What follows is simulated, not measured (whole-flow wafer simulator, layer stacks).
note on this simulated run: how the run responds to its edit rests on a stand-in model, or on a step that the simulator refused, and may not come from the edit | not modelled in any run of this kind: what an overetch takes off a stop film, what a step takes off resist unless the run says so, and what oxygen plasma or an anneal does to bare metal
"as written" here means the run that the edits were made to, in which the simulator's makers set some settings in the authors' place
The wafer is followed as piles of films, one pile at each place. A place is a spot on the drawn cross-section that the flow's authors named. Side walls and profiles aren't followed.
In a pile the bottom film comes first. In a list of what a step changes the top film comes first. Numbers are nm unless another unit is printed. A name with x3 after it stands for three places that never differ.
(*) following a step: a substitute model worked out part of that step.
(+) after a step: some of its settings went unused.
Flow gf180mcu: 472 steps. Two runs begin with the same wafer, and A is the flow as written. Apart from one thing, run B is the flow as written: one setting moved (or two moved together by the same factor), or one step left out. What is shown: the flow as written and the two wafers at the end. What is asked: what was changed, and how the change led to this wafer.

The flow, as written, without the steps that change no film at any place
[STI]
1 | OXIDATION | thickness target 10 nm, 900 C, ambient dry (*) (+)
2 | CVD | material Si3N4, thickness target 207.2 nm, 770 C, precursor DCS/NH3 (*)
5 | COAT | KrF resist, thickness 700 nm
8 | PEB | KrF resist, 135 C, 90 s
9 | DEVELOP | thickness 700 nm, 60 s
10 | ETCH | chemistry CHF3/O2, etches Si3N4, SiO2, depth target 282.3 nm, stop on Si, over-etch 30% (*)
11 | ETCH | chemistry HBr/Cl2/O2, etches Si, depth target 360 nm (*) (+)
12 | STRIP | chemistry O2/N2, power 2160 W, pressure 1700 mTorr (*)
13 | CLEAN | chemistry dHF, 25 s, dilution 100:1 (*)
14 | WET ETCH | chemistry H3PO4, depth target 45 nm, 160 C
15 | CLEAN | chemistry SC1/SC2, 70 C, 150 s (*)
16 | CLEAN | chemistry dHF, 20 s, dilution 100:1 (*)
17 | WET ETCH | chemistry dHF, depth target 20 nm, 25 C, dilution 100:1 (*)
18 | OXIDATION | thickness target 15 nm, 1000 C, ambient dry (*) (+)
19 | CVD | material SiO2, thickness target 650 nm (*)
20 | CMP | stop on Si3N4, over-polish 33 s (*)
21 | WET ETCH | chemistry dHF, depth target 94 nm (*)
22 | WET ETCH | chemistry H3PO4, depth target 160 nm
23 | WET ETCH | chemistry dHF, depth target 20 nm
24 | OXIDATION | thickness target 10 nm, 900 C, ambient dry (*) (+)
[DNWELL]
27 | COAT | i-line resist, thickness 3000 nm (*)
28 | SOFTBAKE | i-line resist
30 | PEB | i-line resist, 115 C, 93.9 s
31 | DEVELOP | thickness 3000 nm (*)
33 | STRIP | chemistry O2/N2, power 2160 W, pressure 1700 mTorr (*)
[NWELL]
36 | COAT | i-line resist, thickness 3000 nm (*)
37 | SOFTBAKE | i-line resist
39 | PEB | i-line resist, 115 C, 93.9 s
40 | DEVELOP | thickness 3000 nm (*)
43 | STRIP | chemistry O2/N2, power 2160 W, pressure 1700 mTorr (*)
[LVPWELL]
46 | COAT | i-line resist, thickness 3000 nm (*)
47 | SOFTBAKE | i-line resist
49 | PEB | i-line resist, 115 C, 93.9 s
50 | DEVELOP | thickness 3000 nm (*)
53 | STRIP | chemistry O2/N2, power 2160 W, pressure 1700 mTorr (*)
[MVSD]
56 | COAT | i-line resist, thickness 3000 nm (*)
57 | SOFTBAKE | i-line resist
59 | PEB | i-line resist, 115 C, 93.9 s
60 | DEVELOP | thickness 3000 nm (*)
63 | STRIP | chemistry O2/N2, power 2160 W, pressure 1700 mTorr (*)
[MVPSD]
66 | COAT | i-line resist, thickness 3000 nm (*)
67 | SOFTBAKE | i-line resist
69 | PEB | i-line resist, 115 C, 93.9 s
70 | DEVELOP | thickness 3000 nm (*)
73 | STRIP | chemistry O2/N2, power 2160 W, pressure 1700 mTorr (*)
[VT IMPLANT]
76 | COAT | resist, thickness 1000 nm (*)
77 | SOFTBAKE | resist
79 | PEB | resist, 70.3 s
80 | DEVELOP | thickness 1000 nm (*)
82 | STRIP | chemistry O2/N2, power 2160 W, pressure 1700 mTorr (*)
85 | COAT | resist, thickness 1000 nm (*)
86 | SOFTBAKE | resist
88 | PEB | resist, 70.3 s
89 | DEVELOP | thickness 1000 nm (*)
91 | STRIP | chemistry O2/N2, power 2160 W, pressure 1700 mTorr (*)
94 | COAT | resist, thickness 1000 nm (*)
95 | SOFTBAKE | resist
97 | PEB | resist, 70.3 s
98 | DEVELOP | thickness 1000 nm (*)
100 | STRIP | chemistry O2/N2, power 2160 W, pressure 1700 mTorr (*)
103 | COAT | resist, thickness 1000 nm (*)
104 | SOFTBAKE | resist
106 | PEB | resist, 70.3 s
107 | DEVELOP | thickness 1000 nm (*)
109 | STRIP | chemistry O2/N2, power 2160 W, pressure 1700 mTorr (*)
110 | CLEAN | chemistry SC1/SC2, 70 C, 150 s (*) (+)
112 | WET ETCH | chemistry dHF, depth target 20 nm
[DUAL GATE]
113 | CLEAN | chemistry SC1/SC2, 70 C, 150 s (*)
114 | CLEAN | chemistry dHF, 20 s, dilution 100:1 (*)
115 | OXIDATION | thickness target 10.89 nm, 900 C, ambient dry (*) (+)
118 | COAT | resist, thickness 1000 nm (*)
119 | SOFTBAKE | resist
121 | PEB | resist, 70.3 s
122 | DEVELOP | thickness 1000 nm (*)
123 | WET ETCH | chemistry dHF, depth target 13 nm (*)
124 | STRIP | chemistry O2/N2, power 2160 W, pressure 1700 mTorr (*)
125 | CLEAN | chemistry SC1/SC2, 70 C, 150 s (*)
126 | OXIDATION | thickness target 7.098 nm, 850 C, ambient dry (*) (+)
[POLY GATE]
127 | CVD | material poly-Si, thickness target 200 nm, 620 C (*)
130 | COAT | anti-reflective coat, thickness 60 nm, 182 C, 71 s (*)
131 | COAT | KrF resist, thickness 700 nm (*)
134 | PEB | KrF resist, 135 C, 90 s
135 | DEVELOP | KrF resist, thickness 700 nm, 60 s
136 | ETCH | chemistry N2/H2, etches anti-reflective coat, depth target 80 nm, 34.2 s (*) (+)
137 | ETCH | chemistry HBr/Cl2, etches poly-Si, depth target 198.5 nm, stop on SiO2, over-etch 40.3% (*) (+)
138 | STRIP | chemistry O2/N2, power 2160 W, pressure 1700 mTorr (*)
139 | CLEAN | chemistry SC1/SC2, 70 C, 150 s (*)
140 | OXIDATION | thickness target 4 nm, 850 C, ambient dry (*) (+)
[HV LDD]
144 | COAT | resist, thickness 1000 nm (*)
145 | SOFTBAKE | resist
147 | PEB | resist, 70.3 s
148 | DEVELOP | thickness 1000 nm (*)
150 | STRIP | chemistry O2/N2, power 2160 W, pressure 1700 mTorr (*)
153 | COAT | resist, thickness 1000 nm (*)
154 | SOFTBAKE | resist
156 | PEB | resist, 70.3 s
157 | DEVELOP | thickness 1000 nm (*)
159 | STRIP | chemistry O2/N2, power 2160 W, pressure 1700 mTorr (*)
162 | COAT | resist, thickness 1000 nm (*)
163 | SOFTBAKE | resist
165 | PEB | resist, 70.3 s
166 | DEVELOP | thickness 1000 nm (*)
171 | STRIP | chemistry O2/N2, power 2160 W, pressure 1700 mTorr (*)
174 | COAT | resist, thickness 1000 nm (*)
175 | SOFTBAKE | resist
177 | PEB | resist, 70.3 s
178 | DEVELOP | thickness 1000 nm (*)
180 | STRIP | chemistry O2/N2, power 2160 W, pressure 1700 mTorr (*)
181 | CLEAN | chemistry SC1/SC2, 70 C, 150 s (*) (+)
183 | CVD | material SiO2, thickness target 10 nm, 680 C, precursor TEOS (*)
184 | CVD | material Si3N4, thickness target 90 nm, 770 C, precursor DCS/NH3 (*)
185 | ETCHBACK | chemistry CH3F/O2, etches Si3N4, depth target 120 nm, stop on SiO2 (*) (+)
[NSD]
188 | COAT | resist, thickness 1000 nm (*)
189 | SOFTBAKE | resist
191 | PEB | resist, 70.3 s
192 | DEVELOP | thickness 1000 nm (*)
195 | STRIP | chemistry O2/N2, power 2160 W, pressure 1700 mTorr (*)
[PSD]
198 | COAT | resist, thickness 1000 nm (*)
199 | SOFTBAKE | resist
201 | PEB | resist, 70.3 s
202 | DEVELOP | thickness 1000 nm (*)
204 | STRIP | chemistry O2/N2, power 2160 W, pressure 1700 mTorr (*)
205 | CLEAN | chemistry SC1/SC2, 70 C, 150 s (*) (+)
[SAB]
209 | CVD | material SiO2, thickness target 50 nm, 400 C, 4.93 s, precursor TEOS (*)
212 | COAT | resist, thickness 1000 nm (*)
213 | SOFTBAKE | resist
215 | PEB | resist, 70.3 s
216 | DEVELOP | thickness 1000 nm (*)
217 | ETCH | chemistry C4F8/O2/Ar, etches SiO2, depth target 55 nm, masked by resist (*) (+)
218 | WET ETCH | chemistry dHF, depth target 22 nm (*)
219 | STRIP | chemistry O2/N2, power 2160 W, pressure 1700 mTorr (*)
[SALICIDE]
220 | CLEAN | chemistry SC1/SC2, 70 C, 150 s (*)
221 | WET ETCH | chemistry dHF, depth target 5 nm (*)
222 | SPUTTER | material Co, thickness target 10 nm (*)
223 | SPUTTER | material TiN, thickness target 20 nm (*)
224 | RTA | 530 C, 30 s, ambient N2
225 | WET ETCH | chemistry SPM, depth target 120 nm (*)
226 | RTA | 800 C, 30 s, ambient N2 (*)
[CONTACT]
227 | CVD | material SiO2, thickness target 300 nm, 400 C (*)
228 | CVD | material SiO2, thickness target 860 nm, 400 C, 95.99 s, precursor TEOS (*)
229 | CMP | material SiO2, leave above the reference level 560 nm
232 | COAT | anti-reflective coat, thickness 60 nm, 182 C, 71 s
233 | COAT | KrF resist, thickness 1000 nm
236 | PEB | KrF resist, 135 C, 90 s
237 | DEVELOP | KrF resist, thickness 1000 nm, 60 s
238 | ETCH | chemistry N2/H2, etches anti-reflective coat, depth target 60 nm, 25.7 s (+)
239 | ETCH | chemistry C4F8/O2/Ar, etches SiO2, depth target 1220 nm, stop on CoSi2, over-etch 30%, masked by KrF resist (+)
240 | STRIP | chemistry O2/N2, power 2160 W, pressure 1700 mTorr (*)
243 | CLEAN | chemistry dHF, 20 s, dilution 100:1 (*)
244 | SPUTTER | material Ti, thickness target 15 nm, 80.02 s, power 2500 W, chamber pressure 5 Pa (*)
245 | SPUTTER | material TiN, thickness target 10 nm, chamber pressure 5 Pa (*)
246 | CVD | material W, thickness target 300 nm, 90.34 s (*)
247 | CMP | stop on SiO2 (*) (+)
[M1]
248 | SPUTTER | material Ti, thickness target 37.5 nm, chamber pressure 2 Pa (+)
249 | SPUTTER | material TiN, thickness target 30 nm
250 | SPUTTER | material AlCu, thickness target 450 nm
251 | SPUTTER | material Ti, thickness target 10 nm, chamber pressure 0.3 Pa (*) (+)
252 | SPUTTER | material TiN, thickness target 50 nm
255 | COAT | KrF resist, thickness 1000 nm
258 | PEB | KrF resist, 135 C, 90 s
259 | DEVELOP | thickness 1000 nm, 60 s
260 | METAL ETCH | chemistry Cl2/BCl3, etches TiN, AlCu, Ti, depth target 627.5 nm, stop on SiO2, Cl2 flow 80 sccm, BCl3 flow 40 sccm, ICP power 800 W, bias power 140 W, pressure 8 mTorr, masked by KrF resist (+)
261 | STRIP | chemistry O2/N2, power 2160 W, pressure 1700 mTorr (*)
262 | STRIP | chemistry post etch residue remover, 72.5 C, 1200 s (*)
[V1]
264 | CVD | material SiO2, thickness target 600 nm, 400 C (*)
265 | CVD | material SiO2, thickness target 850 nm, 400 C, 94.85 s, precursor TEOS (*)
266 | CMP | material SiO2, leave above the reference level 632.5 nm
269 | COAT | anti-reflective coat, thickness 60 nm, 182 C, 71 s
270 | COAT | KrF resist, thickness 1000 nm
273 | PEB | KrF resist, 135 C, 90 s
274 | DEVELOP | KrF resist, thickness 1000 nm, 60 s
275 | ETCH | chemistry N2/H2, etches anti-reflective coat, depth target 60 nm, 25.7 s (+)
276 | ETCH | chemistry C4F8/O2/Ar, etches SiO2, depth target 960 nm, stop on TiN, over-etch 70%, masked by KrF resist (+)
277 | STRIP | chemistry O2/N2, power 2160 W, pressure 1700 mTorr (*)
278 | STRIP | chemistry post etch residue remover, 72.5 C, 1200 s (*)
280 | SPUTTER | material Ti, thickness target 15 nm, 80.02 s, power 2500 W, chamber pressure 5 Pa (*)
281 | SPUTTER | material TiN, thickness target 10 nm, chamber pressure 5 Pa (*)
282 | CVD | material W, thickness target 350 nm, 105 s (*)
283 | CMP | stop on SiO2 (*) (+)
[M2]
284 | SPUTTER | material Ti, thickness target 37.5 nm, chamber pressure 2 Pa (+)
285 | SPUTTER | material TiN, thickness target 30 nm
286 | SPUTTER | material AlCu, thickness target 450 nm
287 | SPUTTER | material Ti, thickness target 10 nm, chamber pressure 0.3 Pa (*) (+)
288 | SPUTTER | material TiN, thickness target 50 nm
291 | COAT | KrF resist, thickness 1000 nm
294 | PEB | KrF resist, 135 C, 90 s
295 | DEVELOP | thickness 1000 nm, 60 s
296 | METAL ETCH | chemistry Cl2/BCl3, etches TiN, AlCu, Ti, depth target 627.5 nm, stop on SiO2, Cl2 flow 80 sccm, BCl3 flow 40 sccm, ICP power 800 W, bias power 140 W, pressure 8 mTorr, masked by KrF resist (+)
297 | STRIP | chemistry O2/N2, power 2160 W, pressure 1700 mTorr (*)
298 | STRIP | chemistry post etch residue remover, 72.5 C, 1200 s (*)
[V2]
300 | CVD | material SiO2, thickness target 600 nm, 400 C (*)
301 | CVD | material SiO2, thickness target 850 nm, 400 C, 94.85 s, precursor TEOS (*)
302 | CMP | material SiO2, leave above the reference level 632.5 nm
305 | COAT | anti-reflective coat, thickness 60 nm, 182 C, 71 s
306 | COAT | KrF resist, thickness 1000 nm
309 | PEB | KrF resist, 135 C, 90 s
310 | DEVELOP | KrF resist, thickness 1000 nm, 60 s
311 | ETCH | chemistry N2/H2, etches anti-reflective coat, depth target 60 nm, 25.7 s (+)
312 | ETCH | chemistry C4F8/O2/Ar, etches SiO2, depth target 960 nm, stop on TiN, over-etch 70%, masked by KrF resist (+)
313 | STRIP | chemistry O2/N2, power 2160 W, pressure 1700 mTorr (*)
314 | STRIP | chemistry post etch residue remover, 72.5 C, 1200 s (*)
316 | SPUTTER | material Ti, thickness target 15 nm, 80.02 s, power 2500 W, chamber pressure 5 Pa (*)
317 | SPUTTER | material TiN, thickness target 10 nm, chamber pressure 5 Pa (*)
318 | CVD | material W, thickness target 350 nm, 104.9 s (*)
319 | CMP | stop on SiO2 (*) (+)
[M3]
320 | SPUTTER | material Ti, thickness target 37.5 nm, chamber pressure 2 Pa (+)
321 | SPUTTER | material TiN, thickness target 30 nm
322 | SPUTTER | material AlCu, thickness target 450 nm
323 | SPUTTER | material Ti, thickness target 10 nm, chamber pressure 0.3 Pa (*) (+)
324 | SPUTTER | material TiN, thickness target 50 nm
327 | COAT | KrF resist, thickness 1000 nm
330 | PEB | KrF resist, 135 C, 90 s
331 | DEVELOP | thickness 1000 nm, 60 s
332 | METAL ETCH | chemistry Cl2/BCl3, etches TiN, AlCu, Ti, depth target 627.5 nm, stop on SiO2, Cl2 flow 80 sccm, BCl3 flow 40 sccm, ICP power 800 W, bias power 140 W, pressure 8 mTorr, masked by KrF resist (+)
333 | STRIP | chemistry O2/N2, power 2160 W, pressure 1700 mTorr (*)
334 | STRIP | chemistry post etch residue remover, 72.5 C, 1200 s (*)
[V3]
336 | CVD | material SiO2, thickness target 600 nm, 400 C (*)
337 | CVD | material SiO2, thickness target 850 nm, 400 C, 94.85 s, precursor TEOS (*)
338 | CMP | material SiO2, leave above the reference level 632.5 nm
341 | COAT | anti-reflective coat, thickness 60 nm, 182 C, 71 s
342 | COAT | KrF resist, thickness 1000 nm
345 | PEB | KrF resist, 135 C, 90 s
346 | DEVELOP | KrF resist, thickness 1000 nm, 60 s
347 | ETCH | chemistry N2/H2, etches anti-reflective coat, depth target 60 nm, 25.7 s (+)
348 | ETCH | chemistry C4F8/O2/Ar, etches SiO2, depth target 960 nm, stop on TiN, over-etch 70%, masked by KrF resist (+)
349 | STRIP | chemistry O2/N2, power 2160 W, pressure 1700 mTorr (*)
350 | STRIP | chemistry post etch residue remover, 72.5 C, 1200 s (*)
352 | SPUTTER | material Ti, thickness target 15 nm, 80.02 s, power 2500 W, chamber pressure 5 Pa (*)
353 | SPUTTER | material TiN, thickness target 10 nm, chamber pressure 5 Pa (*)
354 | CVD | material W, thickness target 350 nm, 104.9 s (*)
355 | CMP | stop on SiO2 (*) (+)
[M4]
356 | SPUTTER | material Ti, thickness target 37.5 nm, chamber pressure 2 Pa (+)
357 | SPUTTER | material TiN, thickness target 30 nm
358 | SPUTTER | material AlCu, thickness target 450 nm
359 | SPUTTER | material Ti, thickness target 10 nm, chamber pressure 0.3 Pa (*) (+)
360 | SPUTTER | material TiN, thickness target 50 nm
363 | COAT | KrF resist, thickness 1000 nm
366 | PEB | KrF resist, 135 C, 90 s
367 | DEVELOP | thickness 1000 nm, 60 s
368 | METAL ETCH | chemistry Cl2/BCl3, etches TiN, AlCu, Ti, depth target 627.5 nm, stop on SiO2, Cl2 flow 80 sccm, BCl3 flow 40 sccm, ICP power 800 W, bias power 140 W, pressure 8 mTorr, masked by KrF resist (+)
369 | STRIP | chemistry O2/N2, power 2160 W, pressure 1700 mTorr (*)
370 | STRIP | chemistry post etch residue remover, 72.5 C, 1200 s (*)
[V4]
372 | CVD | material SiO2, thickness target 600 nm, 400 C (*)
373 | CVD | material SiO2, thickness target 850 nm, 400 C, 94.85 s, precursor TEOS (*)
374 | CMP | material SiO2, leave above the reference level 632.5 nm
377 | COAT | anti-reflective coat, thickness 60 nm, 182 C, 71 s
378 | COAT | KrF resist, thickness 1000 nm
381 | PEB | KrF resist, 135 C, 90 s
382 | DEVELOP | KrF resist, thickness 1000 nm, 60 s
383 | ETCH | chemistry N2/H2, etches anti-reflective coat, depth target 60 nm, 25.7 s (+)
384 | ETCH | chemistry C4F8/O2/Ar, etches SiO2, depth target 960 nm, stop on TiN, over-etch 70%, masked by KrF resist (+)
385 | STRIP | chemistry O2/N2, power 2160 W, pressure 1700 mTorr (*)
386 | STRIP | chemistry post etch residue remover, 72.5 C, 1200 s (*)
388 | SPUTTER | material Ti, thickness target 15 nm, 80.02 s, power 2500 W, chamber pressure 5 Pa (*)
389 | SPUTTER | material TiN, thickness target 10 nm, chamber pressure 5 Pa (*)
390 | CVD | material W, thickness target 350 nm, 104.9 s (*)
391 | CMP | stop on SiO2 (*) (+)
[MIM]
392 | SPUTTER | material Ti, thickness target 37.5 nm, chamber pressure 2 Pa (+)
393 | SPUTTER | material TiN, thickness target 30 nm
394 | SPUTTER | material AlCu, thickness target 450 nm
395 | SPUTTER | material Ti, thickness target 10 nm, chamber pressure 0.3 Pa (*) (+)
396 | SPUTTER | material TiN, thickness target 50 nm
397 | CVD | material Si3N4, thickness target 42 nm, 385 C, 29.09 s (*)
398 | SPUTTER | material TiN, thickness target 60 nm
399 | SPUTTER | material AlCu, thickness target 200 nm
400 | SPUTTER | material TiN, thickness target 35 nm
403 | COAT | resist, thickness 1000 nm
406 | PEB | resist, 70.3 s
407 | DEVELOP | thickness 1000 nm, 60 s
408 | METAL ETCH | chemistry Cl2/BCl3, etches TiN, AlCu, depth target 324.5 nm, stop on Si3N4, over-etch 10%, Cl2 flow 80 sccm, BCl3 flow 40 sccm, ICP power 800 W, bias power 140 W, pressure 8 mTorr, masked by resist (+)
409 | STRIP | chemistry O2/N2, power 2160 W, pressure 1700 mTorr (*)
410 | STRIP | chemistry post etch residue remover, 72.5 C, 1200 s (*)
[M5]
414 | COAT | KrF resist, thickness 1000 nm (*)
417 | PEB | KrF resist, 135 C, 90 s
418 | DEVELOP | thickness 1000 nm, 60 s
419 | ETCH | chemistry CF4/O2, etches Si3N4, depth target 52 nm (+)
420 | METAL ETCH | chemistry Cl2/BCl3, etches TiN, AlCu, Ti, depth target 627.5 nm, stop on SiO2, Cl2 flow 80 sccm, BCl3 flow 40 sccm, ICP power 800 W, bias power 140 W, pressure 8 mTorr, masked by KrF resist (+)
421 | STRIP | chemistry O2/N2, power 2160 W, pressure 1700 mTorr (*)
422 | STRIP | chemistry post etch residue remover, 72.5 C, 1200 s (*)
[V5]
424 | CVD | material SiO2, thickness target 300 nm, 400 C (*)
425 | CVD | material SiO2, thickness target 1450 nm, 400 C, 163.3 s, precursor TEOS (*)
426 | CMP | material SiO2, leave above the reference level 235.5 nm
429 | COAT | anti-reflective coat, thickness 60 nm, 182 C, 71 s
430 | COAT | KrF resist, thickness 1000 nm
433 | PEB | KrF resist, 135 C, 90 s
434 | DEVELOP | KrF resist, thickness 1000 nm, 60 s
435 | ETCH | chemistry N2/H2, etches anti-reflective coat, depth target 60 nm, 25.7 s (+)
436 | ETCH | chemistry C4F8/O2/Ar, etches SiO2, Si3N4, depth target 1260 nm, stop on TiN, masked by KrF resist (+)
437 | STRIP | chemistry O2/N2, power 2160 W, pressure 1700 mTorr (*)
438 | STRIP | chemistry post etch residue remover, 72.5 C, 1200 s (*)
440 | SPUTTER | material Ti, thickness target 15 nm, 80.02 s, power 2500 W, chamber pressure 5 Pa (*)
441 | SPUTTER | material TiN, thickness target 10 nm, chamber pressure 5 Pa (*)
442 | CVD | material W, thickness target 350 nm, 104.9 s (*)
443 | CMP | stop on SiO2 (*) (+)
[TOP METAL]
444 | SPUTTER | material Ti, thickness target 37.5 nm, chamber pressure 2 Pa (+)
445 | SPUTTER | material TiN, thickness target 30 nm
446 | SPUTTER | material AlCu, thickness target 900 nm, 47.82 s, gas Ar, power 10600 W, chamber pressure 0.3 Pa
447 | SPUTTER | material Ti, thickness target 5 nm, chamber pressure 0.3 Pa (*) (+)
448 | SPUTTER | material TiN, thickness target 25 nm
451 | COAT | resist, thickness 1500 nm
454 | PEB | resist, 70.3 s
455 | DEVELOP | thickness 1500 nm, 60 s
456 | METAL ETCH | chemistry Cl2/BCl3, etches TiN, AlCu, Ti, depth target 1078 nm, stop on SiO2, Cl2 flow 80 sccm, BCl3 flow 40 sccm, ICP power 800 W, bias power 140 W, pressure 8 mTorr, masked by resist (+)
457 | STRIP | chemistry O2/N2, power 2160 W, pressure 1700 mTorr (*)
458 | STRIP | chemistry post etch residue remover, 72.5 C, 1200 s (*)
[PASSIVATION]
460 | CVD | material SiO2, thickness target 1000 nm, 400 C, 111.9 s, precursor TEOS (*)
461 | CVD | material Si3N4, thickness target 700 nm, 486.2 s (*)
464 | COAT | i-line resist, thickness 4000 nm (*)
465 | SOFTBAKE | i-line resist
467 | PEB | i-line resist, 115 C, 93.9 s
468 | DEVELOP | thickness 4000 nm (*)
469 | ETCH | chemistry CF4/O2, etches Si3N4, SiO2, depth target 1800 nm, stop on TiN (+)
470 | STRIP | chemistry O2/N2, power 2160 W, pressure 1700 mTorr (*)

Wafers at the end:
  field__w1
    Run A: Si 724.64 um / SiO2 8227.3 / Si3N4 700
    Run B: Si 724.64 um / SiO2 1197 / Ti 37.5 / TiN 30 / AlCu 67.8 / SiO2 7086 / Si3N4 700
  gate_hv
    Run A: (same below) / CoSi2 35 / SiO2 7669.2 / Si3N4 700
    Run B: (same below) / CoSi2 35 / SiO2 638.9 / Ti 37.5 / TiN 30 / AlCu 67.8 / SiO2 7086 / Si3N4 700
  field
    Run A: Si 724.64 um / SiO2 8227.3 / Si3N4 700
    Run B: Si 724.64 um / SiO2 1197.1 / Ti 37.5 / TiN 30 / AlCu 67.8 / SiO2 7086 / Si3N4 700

What caused this: step 250, SPUTTER: thickness target 641 nm was run, whereas the flow has thickness target 450 nm.

How this came from the change, step by step:
  250 | SPUTTER | material AlCu, thickness target 450 nm
      field, field__w1, field__w2 and 108 more: A +450 AlCu (new film) | B +641 AlCu (new film)
  260 | METAL ETCH | chemistry Cl2/BCl3, etches TiN, AlCu, Ti, depth target 627.5 nm, stop on SiO2, Cl2 flow 80 sccm, BCl3 flow 40 sccm, ICP power 800 W, bias power 140 W, pressure 8 mTorr, masked by KrF resist (+)
      field, field__w1, field__w2 and 99 more: A -50 TiN (all of it), -10 Ti (all of it), -450 AlCu (all of it), -30 TiN (all of it), -37.5 Ti (all of it) | B -50 TiN (all of it), -10 Ti (all of it), -567.5 AlCu
  262 | STRIP | chemistry post etch residue remover, 72.5 C, 1200 s (*)
      field, field__w1, field__w2 and 99 more: A nothing | B -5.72 AlCu
  264 | CVD | material SiO2, thickness target 600 nm, 400 C (*)
      field, field__w1, field__w2 and 99 more: A +600 SiO2 | B +600 SiO2 (new film)
  266 | CMP | material SiO2, leave above the reference level 632.5 nm
      field, field__w1, field__w2 and 99 more: A -300 SiO2 | B -244.3 SiO2
If metal films that touch count as one body, field__w1 has 1 body; the flow as written gives 0 bodies.
If metal films that touch count as one body, gate_hv has 2 bodies (between them, from the top down: SiO2 638.9); the flow as written gives 1 body.
If metal films that touch count as one body, field has 1 body; the flow as written gives 0 bodies.
